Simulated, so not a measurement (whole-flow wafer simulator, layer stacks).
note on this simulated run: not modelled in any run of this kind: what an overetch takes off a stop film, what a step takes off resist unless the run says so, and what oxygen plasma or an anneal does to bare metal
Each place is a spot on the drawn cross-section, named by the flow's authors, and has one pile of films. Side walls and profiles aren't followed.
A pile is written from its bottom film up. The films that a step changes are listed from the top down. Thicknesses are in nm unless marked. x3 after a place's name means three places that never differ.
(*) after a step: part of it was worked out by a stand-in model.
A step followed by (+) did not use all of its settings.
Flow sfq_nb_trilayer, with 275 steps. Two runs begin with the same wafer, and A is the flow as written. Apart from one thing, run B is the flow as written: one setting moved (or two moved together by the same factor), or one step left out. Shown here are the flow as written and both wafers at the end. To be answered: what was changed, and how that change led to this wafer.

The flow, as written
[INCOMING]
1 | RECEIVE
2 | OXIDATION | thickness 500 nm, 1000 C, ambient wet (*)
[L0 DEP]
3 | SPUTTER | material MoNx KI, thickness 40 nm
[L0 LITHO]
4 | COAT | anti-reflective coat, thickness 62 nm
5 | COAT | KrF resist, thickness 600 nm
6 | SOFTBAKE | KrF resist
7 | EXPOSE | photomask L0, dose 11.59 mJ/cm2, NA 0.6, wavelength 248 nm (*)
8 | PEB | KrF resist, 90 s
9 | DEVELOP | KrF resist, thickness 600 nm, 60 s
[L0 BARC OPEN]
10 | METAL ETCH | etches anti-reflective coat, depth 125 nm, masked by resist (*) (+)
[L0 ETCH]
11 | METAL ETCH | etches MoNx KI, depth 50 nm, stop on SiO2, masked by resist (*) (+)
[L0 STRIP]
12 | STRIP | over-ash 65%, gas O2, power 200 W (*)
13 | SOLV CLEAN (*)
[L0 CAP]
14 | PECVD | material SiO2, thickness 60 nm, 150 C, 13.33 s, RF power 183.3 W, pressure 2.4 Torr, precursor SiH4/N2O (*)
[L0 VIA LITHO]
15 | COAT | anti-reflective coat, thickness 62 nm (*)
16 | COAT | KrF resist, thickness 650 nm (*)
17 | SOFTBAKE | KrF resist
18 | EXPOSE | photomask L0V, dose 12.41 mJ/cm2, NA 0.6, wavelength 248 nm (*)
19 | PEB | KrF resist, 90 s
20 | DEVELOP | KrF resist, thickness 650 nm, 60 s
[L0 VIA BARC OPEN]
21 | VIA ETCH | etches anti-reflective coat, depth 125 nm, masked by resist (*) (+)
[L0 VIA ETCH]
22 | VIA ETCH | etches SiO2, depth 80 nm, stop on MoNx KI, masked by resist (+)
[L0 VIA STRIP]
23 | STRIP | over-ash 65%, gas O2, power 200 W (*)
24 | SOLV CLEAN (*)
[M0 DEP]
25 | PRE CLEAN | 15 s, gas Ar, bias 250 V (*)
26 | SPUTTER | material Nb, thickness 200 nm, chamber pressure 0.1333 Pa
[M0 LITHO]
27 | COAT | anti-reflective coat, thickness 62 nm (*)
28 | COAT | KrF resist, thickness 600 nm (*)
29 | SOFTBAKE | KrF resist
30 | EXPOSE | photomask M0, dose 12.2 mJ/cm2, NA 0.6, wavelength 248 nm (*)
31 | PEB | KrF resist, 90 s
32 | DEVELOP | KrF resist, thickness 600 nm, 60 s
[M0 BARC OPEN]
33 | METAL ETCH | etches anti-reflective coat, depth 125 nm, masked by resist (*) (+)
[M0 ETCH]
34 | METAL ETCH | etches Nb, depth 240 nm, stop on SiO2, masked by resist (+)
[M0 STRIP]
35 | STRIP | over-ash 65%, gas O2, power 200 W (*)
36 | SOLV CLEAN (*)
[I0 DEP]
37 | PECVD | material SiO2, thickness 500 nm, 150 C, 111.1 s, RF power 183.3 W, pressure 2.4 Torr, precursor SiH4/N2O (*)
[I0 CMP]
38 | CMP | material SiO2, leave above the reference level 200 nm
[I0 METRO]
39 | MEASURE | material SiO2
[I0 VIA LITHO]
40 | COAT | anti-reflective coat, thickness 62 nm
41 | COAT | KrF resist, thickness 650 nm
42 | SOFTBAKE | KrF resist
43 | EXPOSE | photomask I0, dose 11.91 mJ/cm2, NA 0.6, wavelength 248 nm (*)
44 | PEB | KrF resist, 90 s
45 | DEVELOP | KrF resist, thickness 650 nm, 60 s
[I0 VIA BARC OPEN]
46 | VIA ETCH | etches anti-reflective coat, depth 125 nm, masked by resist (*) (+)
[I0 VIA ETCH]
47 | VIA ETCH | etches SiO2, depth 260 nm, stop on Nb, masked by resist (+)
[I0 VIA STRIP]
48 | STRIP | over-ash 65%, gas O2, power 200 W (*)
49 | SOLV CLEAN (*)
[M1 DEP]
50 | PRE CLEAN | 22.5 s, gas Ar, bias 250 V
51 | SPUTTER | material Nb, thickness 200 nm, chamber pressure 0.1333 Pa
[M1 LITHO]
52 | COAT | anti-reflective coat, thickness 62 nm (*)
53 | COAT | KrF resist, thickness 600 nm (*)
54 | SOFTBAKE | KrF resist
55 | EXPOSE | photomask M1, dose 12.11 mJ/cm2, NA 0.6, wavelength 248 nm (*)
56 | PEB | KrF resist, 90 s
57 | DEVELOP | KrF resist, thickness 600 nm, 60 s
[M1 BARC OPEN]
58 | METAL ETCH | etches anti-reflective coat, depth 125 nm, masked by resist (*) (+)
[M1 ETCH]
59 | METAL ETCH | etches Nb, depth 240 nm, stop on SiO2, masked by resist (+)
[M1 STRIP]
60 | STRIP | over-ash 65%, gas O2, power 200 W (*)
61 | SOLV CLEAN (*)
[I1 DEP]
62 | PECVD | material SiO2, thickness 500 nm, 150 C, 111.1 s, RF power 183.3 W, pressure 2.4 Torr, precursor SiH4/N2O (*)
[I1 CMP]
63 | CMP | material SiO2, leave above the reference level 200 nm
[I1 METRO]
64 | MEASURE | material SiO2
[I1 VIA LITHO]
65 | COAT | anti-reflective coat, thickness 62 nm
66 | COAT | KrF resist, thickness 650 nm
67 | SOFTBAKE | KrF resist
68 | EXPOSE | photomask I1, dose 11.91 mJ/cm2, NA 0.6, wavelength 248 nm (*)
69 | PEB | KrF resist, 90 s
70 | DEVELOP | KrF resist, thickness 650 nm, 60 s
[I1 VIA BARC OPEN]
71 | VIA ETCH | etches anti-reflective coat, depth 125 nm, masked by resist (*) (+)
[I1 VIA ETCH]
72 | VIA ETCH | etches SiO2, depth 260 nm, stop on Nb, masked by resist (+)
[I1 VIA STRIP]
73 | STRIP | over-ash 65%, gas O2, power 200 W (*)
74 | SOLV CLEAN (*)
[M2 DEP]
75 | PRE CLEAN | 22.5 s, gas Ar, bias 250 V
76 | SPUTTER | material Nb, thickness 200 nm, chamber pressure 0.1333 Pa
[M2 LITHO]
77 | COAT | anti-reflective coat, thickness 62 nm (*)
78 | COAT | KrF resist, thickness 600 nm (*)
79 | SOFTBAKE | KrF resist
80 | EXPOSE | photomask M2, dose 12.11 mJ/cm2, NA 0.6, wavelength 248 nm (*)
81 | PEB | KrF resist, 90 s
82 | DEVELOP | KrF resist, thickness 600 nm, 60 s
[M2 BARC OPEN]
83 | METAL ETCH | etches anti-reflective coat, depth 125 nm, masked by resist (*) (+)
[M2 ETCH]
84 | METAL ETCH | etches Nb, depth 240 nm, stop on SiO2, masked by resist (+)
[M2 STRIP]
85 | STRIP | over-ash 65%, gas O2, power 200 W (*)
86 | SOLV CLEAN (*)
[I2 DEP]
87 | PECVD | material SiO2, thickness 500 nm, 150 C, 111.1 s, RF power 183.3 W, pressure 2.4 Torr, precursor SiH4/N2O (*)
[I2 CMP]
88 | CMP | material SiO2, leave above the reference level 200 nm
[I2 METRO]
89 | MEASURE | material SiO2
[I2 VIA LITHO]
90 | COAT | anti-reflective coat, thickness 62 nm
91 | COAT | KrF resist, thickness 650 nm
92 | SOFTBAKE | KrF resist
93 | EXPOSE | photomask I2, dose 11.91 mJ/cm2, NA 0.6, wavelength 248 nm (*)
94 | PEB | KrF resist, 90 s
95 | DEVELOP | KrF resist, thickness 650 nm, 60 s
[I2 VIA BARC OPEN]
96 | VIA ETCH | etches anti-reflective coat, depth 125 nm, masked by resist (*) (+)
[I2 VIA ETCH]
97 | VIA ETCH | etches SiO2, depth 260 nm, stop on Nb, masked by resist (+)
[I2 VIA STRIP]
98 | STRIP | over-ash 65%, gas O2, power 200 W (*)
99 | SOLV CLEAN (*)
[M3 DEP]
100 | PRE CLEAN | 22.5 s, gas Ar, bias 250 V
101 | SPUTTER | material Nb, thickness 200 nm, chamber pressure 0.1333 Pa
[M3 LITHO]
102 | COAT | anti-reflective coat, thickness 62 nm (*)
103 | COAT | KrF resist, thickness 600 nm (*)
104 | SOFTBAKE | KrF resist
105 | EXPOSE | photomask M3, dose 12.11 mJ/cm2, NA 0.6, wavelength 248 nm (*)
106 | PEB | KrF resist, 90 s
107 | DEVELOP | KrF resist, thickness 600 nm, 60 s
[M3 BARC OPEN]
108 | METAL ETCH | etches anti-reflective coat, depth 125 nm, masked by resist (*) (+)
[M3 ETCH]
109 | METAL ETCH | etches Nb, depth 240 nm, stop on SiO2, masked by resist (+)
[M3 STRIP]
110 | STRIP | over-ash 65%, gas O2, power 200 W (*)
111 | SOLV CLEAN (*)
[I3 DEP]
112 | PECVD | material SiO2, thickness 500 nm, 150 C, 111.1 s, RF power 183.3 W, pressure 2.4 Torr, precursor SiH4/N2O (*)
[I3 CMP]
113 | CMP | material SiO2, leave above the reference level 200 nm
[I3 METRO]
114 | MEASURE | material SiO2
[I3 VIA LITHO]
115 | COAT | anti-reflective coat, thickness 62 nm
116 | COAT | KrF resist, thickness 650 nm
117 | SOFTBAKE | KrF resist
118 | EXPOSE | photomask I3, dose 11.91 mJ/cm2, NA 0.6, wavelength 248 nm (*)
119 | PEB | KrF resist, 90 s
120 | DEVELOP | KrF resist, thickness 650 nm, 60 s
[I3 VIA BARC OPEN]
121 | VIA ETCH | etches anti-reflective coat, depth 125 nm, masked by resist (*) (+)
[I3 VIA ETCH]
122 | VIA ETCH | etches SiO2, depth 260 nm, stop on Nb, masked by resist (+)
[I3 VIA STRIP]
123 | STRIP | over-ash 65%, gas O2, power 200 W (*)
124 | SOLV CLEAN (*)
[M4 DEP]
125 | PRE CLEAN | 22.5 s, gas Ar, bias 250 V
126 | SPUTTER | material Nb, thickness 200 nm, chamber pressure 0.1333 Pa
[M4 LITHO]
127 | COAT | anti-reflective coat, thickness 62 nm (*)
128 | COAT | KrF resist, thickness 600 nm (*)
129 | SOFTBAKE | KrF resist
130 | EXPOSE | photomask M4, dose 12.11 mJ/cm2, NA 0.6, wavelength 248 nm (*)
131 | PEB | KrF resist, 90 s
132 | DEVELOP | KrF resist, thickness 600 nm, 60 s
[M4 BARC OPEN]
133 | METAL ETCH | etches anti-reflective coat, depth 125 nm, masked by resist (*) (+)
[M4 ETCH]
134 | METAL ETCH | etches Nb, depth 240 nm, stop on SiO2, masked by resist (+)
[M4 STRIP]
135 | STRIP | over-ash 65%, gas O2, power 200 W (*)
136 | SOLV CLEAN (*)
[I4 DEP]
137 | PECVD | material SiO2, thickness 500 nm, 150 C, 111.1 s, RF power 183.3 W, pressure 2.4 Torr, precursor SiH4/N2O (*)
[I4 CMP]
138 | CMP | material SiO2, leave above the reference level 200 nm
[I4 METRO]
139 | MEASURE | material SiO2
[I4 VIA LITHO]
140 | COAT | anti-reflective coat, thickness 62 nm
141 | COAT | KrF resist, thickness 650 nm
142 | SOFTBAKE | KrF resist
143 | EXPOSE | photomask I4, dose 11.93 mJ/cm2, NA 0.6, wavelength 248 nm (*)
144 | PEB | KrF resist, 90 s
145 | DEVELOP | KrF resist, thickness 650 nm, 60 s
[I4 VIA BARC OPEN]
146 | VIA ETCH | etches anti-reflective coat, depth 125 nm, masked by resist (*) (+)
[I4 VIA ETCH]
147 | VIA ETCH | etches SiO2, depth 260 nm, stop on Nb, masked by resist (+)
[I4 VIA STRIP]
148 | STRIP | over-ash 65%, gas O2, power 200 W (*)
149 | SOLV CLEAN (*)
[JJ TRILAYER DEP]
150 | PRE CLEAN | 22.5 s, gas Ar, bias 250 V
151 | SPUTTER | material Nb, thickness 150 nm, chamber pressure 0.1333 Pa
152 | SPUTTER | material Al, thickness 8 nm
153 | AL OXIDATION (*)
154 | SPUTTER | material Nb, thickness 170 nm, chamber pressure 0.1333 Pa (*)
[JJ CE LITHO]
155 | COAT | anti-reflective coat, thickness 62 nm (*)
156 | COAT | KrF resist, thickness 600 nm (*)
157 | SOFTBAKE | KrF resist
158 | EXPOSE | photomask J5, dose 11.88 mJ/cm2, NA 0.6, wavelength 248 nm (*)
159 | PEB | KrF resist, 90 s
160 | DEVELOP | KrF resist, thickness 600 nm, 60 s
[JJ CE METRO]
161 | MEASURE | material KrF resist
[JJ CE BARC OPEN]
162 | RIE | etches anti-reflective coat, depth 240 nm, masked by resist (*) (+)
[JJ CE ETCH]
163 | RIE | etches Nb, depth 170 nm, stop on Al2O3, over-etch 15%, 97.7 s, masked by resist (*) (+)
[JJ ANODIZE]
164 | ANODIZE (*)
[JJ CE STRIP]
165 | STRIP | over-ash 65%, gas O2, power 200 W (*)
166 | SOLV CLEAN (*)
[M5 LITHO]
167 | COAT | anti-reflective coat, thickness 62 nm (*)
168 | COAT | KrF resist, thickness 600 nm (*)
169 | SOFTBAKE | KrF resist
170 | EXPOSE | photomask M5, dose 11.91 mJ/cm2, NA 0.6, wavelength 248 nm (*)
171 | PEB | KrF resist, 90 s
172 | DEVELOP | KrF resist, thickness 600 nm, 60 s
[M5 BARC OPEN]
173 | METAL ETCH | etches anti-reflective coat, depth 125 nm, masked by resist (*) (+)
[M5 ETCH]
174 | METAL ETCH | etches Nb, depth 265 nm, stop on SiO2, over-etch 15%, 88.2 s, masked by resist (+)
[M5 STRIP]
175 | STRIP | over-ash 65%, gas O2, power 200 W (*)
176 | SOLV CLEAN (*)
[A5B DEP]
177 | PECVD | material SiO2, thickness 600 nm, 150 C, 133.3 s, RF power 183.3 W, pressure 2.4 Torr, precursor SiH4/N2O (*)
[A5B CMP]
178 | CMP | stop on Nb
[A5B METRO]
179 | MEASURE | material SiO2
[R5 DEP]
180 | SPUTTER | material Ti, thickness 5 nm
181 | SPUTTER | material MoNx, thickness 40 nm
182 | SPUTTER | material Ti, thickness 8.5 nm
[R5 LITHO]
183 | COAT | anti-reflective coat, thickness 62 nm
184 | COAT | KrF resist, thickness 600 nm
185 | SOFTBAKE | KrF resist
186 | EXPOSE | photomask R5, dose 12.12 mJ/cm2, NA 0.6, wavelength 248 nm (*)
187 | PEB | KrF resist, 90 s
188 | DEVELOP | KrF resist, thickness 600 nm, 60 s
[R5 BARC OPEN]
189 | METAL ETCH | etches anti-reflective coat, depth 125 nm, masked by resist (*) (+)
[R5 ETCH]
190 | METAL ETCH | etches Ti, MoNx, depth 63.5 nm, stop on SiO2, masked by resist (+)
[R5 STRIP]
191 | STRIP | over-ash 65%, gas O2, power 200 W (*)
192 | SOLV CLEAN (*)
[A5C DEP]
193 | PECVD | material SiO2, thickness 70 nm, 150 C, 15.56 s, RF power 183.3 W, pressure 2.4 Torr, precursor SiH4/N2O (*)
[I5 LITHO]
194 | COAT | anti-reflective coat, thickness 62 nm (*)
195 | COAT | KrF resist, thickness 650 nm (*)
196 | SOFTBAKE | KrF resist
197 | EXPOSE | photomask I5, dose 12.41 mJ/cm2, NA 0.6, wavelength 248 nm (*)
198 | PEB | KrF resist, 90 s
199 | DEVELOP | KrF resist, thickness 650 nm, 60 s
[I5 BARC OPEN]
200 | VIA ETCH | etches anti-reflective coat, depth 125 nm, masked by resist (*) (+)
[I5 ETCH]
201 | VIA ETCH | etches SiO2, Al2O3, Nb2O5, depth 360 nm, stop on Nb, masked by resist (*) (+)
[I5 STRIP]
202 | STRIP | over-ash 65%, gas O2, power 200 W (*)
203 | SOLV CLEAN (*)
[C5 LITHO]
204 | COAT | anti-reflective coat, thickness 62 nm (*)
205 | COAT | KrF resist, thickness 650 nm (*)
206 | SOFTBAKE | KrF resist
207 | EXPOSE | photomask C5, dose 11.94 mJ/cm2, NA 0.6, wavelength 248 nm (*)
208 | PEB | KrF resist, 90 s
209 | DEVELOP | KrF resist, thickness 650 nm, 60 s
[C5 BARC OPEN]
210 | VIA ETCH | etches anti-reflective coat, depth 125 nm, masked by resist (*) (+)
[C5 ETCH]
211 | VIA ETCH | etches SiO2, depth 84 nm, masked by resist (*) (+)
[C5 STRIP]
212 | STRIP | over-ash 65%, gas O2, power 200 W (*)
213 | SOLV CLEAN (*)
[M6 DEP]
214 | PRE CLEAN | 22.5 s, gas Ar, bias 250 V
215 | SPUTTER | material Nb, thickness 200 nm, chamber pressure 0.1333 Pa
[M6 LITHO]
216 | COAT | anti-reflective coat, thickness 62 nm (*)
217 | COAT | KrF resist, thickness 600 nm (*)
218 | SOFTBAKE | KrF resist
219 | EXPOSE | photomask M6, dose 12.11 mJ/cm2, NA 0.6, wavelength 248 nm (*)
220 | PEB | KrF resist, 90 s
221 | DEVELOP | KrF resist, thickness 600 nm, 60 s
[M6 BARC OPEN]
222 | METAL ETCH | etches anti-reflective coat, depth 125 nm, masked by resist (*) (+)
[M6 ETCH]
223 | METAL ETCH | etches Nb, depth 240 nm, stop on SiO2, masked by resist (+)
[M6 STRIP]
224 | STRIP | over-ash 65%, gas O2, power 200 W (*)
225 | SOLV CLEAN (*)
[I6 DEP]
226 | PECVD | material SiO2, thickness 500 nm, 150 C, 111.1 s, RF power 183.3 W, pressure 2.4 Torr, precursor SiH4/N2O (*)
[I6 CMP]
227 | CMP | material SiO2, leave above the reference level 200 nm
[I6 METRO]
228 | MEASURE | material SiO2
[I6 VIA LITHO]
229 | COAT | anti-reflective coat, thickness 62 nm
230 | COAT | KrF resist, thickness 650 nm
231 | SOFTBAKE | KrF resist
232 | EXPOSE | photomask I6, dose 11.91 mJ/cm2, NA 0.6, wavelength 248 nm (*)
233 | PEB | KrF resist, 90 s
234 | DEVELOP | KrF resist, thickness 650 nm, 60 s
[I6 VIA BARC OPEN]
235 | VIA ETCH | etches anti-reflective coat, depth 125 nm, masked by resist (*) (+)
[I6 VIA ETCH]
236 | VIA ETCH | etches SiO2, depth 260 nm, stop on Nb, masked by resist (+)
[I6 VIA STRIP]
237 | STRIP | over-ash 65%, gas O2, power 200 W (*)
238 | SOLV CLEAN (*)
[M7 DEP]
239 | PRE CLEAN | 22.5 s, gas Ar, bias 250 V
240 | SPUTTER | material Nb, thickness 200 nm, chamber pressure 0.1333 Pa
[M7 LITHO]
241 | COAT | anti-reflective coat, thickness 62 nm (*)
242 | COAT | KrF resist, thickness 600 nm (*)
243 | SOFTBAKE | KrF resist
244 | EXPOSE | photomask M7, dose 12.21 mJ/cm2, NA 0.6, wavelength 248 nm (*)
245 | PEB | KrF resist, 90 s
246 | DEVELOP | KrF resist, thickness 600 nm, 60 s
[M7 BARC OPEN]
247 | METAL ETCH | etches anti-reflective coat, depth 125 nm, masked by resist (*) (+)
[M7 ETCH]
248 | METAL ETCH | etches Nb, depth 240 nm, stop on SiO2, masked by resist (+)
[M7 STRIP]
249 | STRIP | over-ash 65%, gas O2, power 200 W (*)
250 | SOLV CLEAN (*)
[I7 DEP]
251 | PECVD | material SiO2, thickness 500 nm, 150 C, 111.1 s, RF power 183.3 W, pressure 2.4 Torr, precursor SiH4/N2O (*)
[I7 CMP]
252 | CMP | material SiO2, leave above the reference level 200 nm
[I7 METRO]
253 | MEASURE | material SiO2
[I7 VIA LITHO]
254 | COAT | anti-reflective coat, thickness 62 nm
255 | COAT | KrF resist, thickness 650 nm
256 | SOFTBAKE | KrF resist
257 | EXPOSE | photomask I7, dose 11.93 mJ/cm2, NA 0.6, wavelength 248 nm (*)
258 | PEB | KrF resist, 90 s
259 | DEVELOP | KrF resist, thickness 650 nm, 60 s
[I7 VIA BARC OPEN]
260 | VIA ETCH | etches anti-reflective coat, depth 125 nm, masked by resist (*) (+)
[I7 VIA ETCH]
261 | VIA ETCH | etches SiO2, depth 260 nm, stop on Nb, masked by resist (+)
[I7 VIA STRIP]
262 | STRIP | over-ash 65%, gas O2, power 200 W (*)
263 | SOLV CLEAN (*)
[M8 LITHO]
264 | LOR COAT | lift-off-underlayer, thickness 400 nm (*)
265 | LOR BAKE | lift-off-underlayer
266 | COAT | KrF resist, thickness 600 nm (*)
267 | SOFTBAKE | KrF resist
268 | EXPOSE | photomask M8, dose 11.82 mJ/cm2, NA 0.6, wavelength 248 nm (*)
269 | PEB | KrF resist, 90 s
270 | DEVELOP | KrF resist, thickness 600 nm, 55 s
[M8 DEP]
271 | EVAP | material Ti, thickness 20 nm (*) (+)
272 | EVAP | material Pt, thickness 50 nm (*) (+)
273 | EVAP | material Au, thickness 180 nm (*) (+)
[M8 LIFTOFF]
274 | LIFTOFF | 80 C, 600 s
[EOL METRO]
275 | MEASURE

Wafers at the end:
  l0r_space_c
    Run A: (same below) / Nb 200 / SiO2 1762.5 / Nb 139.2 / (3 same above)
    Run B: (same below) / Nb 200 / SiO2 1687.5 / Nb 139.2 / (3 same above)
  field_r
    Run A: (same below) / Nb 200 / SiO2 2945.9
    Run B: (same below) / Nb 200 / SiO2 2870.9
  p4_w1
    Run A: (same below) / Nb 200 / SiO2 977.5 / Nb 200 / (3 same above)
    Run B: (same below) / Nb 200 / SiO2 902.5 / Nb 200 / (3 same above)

Cause: step 38, CMP: leave above the reference level 125 nm was run, though the flow has leave above the reference level 200 nm.

How this came from the change, step by step:
  38 | CMP | material SiO2, leave above the reference level 200 nm
      v_sur, via_wl, via_w and 94 more: A -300 SiO2 | B -375 SiO2
      field_l, l0_sur, l0r_line_l, l0r_line_c, l0r_line_r: A -340 SiO2 | B -415 SiO2
      (also at 4 further places)
  47 | VIA ETCH | etches SiO2, depth 260 nm, stop on Nb, masked by resist (+)
      field_l, v_sur, via_wl and 102 more: A -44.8 KrF resist | B -32.3 KrF resist
      via_w: A -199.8 SiO2 (all of it) | B -124.8 SiO2 (all of it)
  48 | STRIP | over-ash 65%, gas O2, power 200 W (*)
      field_l, v_sur, via_wl and 102 more: A -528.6 KrF resist (all of it), -62 anti-reflective coat (all of it) | B -541.1 KrF resist (all of it), -62 anti-reflective coat (all of it)
  51 | SPUTTER | material Nb, thickness 200 nm, chamber pressure 0.1333 Pa
      via_w: A +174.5 Nb | B +189.6 Nb
  52 | COAT | anti-reflective coat, thickness 62 nm (*)
      via_wl: A +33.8 anti-reflective coat (new film) | B +38.7 anti-reflective coat (new film)
      via_w: A +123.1 anti-reflective coat (new film) | B +106 anti-reflective coat (new film)
      (also at 1 further place)
  53 | COAT | KrF resist, thickness 600 nm (*)
      via_w: A +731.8 KrF resist (new film) | B +671 KrF resist (new film)
  60 | STRIP | over-ash 65%, gas O2, power 200 W (*)
      via_wl: A -385.5 KrF resist (all of it), -33.8 anti-reflective coat (all of it) | B -390.1 KrF resist (all of it), -38.7 anti-reflective coat (all of it)
      via_w: A -513.8 KrF resist (all of it), -123.1 anti-reflective coat (all of it) | B -453.2 KrF resist (all of it), -106 anti-reflective coat (all of it)
      (also at 1 further place)
  62 | PECVD | material SiO2, thickness 500 nm, 150 C, 111.1 s, RF power 183.3 W, pressure 2.4 Torr, precursor SiH4/N2O (*)
      via_w: A +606 SiO2 (new film) | B +500 SiO2 (new film)
  63 | CMP | material SiO2, leave above the reference level 200 nm
      via_w: A -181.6 SiO2 | B -165.6 SiO2
